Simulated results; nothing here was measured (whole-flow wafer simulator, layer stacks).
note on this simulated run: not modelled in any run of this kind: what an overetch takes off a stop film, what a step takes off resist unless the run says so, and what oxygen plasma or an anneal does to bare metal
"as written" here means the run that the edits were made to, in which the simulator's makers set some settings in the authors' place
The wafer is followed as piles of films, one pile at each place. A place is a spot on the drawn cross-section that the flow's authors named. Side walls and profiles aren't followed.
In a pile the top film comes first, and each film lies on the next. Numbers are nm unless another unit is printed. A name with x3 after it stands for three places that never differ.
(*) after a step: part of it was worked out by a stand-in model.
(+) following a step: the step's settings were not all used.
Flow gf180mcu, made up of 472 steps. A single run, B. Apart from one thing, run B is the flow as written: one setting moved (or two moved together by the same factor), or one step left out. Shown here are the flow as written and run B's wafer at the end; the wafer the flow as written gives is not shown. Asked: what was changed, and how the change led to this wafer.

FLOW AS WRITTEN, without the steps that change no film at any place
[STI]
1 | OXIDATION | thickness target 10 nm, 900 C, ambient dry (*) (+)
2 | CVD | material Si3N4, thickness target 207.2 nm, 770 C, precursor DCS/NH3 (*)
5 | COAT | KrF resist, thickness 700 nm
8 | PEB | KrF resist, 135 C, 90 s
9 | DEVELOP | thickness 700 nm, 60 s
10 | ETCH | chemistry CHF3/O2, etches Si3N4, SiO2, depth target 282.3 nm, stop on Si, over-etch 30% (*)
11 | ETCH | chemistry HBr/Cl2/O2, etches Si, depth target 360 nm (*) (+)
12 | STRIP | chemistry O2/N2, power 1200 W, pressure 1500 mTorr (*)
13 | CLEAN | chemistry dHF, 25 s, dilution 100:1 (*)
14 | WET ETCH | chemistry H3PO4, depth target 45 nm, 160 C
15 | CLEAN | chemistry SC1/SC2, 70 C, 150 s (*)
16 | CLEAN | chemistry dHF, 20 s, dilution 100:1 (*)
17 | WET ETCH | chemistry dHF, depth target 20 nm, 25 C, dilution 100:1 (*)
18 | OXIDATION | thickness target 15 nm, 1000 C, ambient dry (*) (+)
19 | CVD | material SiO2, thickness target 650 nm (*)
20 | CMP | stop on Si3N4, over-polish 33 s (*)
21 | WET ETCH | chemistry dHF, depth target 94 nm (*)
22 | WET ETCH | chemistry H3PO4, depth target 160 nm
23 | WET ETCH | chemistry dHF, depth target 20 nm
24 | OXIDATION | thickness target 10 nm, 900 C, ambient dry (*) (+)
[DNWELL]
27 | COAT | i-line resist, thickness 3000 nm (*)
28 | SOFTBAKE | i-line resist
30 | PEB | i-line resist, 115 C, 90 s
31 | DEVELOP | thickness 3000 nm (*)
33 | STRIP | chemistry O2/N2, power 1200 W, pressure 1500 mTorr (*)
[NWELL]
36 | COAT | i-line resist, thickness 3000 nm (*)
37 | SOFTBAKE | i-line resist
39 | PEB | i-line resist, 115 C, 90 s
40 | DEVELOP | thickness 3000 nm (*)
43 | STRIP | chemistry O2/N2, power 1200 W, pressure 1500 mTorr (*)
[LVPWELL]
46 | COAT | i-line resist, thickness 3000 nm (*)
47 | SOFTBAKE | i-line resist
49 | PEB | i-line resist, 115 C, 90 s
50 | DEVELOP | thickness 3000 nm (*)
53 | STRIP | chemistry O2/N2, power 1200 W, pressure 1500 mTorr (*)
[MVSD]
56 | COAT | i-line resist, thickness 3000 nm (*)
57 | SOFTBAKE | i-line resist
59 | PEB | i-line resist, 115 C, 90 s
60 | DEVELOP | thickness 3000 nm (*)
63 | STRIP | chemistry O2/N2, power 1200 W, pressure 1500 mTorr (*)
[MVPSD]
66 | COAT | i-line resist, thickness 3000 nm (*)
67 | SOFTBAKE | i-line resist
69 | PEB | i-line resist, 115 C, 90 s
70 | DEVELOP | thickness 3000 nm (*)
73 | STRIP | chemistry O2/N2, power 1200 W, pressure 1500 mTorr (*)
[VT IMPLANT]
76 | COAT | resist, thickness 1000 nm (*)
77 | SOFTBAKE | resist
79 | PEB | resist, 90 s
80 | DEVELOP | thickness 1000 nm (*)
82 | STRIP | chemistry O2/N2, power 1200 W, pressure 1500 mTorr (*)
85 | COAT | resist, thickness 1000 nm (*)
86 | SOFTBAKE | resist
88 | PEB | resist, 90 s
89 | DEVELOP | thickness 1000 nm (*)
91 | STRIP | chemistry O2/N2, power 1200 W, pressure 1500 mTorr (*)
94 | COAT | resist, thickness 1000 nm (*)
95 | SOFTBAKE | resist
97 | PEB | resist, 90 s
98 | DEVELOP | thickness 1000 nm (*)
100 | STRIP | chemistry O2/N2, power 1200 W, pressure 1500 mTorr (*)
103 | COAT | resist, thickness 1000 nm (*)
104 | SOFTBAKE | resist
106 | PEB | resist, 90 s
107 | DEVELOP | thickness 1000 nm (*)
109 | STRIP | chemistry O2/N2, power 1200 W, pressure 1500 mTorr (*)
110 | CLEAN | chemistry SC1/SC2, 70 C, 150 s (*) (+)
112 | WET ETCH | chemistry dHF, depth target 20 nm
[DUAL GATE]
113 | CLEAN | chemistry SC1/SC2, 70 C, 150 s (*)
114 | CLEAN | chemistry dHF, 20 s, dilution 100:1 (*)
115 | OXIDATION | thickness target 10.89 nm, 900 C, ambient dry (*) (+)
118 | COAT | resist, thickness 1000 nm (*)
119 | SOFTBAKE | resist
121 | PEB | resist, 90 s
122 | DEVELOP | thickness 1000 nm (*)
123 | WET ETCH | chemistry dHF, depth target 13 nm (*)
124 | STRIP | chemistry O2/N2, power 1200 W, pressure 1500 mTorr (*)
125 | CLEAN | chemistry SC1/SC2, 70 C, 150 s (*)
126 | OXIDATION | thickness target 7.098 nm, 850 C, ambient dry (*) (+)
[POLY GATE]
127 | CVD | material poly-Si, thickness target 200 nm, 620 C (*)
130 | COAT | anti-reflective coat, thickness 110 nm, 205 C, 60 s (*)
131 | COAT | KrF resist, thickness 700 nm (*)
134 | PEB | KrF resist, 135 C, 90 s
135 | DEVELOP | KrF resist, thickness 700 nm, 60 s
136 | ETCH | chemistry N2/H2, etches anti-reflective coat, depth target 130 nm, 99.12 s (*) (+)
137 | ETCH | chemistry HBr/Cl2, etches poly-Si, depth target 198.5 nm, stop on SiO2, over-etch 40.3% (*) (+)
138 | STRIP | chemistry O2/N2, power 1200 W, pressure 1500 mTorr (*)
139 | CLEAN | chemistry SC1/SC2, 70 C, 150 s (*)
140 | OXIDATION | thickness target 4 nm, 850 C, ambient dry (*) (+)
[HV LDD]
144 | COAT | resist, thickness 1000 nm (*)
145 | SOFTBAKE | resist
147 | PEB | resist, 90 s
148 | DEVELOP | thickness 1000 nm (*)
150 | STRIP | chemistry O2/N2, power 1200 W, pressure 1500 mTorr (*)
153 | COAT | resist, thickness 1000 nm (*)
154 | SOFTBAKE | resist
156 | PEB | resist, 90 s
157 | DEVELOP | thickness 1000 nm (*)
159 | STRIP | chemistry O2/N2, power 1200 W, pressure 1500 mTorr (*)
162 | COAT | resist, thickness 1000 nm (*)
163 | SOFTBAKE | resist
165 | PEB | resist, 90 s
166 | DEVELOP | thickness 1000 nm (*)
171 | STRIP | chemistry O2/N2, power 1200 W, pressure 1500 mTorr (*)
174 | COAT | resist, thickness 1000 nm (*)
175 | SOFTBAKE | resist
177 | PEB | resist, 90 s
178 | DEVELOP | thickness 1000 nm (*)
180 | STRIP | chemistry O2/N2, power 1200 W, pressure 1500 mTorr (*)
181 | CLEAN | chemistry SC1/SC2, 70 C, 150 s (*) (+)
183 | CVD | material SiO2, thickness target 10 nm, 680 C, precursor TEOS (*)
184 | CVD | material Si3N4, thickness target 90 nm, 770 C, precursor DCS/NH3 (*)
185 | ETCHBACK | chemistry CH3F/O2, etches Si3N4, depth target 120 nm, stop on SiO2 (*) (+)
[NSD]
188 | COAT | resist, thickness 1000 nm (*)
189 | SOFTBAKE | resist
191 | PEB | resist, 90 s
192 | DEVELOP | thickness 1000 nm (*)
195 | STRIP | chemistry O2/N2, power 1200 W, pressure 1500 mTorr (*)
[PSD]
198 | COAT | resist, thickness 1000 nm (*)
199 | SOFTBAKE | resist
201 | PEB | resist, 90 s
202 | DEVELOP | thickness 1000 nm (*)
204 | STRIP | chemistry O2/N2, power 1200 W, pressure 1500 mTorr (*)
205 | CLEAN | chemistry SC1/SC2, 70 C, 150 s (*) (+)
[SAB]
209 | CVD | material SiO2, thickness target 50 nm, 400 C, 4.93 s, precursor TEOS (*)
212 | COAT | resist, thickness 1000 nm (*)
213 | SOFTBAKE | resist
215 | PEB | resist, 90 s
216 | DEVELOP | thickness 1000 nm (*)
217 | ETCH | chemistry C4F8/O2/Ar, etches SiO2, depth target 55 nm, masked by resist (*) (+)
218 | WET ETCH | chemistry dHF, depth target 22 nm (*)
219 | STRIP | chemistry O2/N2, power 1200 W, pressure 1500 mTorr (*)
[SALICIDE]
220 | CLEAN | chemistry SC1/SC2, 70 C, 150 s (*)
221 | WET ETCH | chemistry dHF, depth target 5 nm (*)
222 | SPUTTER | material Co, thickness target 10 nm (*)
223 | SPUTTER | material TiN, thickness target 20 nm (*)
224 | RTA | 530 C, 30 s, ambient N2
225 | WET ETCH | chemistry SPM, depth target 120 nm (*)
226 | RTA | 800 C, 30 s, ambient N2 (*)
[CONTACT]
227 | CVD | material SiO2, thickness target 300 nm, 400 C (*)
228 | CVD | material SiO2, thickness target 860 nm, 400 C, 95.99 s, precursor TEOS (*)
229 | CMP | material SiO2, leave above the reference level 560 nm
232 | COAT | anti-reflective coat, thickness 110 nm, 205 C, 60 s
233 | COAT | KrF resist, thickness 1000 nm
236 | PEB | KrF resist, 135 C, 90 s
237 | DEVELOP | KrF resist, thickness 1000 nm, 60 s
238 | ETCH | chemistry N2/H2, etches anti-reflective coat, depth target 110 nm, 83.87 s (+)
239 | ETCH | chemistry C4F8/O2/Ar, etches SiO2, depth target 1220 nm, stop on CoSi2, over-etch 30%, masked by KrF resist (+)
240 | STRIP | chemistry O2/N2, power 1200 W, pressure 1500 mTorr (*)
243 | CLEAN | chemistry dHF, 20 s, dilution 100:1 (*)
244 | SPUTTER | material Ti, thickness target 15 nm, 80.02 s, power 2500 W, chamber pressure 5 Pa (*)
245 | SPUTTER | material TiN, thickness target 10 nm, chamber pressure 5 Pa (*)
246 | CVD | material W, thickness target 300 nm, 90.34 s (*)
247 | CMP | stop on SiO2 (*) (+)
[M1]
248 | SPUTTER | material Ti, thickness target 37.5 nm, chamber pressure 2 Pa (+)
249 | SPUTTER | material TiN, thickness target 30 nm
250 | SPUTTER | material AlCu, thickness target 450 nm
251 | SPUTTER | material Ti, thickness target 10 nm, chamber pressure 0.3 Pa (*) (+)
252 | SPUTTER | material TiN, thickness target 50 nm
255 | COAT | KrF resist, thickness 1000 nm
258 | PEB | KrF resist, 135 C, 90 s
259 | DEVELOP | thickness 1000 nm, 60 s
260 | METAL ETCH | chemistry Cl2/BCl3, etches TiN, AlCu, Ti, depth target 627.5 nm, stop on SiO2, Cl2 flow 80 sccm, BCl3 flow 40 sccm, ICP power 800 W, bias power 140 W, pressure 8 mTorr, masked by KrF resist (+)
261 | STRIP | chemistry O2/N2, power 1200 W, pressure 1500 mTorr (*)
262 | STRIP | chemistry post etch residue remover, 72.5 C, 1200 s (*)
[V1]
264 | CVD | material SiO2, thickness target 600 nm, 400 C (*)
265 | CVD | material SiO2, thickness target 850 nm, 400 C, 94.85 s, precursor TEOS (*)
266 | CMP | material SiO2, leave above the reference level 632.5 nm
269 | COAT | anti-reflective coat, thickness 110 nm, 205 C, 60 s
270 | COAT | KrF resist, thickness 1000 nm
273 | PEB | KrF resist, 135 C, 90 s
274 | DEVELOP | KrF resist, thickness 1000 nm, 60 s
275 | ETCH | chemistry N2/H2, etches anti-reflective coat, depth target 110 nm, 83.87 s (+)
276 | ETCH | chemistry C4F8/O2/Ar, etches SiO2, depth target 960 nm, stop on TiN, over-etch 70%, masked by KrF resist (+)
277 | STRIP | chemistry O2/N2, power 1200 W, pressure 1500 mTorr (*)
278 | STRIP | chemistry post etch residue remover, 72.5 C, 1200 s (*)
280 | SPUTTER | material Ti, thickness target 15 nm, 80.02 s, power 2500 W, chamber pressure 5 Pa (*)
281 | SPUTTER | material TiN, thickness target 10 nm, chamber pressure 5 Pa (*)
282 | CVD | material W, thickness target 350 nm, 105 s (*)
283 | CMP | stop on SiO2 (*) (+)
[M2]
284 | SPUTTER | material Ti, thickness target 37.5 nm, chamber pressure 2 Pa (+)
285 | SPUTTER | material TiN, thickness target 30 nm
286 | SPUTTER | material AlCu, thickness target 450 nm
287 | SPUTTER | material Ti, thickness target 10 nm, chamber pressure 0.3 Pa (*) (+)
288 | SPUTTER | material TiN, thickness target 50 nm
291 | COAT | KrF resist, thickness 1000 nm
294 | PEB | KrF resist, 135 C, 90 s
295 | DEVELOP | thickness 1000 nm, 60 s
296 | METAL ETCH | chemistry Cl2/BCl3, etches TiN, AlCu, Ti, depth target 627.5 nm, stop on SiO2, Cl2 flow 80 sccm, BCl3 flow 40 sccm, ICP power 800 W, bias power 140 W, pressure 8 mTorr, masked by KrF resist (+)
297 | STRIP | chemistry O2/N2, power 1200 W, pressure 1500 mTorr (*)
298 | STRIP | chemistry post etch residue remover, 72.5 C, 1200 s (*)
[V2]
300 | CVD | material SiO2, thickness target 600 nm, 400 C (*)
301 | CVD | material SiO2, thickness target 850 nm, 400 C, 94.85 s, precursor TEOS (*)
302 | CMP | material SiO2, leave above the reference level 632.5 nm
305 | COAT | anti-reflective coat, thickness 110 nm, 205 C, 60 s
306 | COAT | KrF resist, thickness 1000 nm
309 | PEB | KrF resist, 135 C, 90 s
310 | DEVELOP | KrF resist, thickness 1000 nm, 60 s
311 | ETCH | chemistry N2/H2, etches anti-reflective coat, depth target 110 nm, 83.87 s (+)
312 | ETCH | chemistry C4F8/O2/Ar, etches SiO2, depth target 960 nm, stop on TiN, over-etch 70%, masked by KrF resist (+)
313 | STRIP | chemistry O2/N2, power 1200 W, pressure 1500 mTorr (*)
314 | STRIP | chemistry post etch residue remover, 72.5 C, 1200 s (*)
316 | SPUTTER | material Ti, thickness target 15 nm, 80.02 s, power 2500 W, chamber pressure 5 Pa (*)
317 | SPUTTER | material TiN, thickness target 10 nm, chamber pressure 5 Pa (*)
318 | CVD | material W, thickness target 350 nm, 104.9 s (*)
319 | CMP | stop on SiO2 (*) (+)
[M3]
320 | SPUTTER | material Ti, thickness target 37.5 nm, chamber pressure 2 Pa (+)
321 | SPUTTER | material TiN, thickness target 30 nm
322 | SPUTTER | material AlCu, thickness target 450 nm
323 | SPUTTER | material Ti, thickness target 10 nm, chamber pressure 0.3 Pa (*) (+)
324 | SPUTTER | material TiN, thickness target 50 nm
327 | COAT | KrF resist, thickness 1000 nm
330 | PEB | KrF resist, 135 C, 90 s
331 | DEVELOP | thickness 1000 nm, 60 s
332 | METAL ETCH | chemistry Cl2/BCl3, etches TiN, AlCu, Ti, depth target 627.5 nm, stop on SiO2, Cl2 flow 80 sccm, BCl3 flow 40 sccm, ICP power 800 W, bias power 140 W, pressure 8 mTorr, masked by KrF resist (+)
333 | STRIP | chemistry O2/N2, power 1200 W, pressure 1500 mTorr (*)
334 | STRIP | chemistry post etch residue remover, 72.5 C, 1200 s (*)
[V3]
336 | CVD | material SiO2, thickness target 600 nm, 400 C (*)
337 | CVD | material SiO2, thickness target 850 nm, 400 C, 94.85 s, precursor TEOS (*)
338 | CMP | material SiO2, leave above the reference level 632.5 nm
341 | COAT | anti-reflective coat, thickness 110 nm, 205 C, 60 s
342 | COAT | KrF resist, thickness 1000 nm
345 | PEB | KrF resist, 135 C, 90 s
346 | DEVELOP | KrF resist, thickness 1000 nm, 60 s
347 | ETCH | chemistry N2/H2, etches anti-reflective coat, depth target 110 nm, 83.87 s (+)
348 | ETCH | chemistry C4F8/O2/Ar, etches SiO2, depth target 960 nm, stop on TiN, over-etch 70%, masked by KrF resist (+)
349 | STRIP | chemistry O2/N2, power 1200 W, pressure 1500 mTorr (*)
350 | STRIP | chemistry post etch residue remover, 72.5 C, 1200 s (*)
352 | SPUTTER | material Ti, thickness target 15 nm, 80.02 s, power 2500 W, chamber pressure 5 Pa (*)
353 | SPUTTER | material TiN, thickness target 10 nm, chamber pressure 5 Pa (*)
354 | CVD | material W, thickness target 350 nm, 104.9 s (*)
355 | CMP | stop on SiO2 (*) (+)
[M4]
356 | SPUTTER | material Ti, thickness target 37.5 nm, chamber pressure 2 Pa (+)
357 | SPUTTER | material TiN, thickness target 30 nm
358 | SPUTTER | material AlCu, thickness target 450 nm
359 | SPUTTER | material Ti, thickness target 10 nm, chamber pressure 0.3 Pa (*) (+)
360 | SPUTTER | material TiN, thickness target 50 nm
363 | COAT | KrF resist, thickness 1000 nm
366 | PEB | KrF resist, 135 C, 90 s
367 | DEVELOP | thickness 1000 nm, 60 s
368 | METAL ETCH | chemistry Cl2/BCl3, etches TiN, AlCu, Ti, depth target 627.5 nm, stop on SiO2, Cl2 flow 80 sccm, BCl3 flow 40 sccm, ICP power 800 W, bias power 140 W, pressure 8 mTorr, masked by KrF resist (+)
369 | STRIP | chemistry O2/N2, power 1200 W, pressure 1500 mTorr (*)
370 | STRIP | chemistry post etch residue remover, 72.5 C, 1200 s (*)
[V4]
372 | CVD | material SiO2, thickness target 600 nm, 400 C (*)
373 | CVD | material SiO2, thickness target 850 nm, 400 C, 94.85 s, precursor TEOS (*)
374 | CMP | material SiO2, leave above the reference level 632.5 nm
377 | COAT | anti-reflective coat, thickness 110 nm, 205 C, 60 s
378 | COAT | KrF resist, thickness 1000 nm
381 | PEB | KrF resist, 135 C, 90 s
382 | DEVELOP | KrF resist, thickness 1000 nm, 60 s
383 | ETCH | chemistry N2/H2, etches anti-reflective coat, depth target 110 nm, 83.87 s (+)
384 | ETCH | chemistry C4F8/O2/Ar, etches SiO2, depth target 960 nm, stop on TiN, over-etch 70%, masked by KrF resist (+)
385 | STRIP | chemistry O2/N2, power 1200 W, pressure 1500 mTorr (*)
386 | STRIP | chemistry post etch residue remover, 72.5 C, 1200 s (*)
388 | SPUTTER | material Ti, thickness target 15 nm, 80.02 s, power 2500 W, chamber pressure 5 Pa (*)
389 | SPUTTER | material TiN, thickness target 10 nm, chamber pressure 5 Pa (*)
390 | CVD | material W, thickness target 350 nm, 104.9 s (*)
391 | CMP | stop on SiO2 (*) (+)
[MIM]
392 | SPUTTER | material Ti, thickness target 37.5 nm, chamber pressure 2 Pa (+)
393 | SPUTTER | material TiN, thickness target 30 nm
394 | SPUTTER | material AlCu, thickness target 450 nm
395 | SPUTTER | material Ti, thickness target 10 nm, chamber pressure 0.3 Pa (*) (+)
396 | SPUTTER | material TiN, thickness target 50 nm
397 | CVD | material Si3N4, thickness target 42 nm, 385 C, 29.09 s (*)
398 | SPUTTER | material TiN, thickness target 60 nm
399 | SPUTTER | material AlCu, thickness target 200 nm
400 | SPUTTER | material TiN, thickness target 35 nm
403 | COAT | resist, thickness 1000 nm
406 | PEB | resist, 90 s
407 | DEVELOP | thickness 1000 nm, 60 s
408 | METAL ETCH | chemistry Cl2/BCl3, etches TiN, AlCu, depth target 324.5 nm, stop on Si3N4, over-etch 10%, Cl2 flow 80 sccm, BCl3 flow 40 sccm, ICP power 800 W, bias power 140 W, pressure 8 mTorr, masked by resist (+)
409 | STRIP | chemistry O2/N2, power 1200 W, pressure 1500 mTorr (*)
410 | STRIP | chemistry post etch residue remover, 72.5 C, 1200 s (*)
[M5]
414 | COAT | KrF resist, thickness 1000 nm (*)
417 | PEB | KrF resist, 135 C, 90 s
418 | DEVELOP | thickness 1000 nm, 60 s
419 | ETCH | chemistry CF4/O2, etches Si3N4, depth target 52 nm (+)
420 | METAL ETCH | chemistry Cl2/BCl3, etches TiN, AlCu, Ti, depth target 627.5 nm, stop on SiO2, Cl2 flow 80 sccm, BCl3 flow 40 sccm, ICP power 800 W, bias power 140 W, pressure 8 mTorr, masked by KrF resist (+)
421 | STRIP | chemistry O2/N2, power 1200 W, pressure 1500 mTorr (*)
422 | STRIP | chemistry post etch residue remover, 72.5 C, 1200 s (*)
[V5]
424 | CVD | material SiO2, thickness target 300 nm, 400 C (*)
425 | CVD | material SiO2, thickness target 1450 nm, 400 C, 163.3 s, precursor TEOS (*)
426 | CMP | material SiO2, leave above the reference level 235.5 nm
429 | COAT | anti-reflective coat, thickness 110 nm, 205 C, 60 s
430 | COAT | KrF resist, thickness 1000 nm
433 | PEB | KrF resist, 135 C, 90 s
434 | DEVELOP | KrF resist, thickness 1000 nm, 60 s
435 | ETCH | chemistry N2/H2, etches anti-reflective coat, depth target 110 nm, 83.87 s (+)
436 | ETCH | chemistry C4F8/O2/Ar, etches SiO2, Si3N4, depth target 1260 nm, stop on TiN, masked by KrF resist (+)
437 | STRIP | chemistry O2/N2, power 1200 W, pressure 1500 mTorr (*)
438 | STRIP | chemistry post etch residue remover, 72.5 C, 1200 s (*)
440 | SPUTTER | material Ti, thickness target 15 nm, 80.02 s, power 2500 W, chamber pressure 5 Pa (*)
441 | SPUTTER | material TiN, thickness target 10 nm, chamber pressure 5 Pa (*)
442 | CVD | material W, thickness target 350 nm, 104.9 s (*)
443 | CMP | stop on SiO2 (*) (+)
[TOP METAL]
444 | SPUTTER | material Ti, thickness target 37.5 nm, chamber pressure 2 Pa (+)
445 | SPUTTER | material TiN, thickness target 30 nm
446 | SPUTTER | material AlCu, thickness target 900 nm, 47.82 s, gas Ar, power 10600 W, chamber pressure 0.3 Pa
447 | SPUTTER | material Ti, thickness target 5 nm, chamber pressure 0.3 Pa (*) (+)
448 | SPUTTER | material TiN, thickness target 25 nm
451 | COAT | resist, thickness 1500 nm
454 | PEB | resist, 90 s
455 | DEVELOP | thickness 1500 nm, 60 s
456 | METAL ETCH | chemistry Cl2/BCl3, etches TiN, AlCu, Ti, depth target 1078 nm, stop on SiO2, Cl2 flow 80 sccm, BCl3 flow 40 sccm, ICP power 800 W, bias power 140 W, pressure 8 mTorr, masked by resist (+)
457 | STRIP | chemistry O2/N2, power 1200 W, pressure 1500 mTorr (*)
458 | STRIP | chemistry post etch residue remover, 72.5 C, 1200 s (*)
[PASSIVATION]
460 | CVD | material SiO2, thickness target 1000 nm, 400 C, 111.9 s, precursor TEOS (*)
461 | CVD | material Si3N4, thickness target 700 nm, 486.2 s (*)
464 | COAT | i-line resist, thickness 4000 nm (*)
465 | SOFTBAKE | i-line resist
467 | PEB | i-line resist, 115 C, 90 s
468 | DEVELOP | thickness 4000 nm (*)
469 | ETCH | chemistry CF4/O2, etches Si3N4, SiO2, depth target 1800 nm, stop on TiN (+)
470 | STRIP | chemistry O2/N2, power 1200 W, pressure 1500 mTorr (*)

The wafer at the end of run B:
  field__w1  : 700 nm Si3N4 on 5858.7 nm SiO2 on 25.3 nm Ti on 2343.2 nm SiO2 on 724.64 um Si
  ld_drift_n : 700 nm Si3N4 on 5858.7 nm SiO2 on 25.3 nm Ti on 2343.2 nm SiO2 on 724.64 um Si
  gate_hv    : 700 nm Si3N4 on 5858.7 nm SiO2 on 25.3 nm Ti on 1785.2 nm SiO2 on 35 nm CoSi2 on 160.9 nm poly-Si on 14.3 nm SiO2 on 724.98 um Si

Cause: step 296, METAL ETCH: depth target 552.2 nm was run, whereas the flow has depth target 627.5 nm.

The path from the change to this, step by step:
  296 | METAL ETCH | chemistry Cl2/BCl3, etches TiN, AlCu, Ti, depth target 627.5 nm, stop on SiO2, Cl2 flow 80 sccm, BCl3 flow 40 sccm, ICP power 800 W, bias power 140 W, pressure 8 mTorr, masked by KrF resist (+)
      field, field__w1, field__w2 and 103 more: TiN loses 50 (all of it), Ti loses 10 (all of it), AlCu loses 450 (all of it), TiN loses 30 (all of it), Ti loses 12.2 (in the flow as written it would be: TiN loses 50 (all of it), Ti loses 10 (all of it), AlCu loses 450 (all of it), TiN loses 30 (all of it), Ti loses 37.5 (all of it))
      field__w8, contact, m1, m1__w1, m1_nw: KrF resist loses 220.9 (in the flow as written it would be: KrF resist loses 251)
  297 | STRIP | chemistry O2/N2, power 1200 W, pressure 1500 mTorr (*)
      field__w8, contact, m1, m1__w1, m1_nw: KrF resist loses 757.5 (all of it) (in the flow as written it would be: KrF resist loses 727.4 (all of it))
  300 | CVD | material SiO2, thickness target 600 nm, 400 C (*)
      field, field__w1, field__w2 and 103 more: SiO2 gains 600 (new film) (in the flow as written it would be: SiO2 gains 600)
  302 | CMP | material SiO2, leave above the reference level 632.5 nm
      field, field__w1, field__w2 and 103 more: SiO2 loses 325.3 (in the flow as written it would be: SiO2 loses 300)
Taking metal films that touch as one body, field__w1 has 1 body; the flow as written gives 0 bodies.
Taking metal films that touch as one body, ld_drift_n has 1 body; the flow as written gives 0 bodies.
Taking metal films that touch as one body, gate_hv has 2 bodies (between them, from the top down: SiO2 1785.2); the flow as written gives 1 body.
